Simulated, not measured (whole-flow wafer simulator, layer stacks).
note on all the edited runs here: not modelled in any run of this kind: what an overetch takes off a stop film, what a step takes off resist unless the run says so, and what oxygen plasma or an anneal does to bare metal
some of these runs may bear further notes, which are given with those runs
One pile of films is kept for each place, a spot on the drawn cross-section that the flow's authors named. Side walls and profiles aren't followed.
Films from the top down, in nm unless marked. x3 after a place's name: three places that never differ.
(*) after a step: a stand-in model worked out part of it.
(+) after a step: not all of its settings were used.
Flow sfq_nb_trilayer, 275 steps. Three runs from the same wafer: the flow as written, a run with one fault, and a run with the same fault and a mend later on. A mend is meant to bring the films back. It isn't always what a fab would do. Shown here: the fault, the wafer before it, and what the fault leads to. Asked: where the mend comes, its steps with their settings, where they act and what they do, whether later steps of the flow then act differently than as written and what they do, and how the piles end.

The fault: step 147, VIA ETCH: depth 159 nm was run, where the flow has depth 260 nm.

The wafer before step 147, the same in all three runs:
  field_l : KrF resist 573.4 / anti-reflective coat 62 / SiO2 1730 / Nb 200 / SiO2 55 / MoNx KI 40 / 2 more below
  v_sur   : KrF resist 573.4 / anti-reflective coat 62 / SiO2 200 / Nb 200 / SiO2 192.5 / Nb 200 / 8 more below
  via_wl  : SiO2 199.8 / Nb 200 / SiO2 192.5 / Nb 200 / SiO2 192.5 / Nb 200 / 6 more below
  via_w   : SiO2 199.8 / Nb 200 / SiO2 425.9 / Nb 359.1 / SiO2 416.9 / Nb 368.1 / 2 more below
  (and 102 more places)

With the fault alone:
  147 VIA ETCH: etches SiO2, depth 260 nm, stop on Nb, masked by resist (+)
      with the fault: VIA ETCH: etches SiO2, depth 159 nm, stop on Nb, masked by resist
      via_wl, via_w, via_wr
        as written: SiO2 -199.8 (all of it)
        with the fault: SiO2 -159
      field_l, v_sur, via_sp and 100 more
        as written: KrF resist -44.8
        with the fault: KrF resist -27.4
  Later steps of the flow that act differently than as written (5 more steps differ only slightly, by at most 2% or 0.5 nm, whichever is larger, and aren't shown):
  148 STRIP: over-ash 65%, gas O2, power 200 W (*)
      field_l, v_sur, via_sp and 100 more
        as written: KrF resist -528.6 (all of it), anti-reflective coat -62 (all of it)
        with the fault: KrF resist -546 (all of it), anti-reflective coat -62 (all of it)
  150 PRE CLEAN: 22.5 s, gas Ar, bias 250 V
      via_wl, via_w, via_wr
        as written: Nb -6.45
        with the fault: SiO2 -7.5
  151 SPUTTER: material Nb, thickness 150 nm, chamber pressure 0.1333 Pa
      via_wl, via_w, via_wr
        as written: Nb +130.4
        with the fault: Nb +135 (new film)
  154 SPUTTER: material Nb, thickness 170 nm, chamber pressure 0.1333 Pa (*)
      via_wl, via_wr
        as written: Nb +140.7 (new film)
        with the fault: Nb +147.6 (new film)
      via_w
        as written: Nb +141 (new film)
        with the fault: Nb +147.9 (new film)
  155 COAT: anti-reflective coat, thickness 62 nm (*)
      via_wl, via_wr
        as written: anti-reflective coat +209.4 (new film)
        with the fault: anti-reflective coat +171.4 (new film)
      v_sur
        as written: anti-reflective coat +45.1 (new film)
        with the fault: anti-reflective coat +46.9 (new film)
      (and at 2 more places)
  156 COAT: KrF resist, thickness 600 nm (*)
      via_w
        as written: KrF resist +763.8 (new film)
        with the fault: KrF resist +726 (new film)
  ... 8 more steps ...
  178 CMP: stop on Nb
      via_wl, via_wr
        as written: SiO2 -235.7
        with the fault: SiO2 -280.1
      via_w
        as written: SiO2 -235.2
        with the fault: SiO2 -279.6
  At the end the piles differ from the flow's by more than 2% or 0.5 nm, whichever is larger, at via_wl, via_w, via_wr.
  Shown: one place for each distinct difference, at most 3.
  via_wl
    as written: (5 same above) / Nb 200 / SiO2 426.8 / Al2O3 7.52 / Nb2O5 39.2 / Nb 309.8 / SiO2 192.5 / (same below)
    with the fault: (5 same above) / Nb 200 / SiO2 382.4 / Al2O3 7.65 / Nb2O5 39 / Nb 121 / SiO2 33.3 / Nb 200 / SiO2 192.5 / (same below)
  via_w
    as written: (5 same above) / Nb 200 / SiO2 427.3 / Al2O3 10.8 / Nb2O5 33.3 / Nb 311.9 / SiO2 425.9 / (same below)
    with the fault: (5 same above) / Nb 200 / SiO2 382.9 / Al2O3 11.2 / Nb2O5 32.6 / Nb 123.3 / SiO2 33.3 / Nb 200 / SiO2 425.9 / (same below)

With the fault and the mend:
  The mend comes after step 148.
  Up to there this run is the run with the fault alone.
  148a COAT: anti-reflective coat, thickness 62 nm (*) (the flow's step 140 once more)
      p4_fl x3, p4_w1 x9, p4_g1 x2 and 63 more
        anti-reflective coat +62 (new film)
      be_r, r_sur, res and 6 more
        anti-reflective coat +61.7 (new film)
      jj_sur, ce_l, c5j, ce_r, sp_r
        anti-reflective coat +61.6 (new film)
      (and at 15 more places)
  148b COAT: KrF resist, thickness 650 nm (*) (the flow's step 141 once more)
      p4_fl x3, p4_w1 x9, p4_g1 x2 and 63 more
        KrF resist +650 (new film)
      r_end, moat, field_r, lsp_l, l0_sur
        KrF resist +649.4 (new film)
      be_r, r_sur, res, l0v
        KrF resist +649.3 (new film)
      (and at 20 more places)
  148c SOFTBAKE: KrF resist (the flow's step 142 once more)
      changes no film at any place that is followed
  148d EXPOSE: photomask I4, dose 11.93 mJ/cm2, NA 0.6, wavelength 248 nm (*) (the flow's step 143 once more)
      changes no film at any place that is followed
  148e PEB: KrF resist, 90 s (the flow's step 144 once more)
      ce_l, c5j, ce_r and 91 more
        KrF resist -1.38
      v_sur, wire, be, be_sur, gap, jj_sur
        KrF resist -1.37
      field_l, via_sp, via_v
        KrF resist -1.36
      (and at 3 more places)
  148f DEVELOP: KrF resist, thickness 650 nm, 60 s (the flow's step 145 once more)
      field_l, v_sur, via_sp and 100 more
        KrF resist -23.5
      via_wl
        KrF resist -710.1 (all of it)
      via_w
        KrF resist -754.7 (all of it)
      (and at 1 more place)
  148g VIA ETCH: etches anti-reflective coat, depth 125 nm, masked by resist (+) (the flow's step 146 once more)
      field_l, v_sur, via_sp and 100 more
        KrF resist -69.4
      via_wl, via_wr
        anti-reflective coat -125
      via_w
        anti-reflective coat -82.2 (all of it), SiO2 -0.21
  148h VIA ETCH: etches SiO2, depth 101 nm, stop on Nb, masked by resist (*) (+) (the flow's step 147 once more, with other settings)
      field_l, v_sur, via_sp and 100 more
        KrF resist -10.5
      via_wl
        anti-reflective coat -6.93 (all of it), SiO2 -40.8 (all of it)
      via_w
        SiO2 -40.6 (all of it)
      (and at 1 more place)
  148i STRIP: over-ash 65%, gas O2, power 200 W (*) (the flow's step 148 once more)
      p4_fl x3, p4_w1 x9, p4_g1 x2 and 63 more
        KrF resist -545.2 (all of it), anti-reflective coat -62 (all of it)
      moat, field_r, lsp_l, ln_m5, lsp_m
        KrF resist -544.6 (all of it), anti-reflective coat -61.7 (all of it)
      c5j, ce_r, sp_r
        KrF resist -544.3 (all of it), anti-reflective coat -61.6 (all of it)
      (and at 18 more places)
  No later step of the flow acts differently than as written, at any place that is followed, by more than 2% or 0.5 nm, whichever is larger.
  At the end the piles are the same as the flow's at every place that both follow.
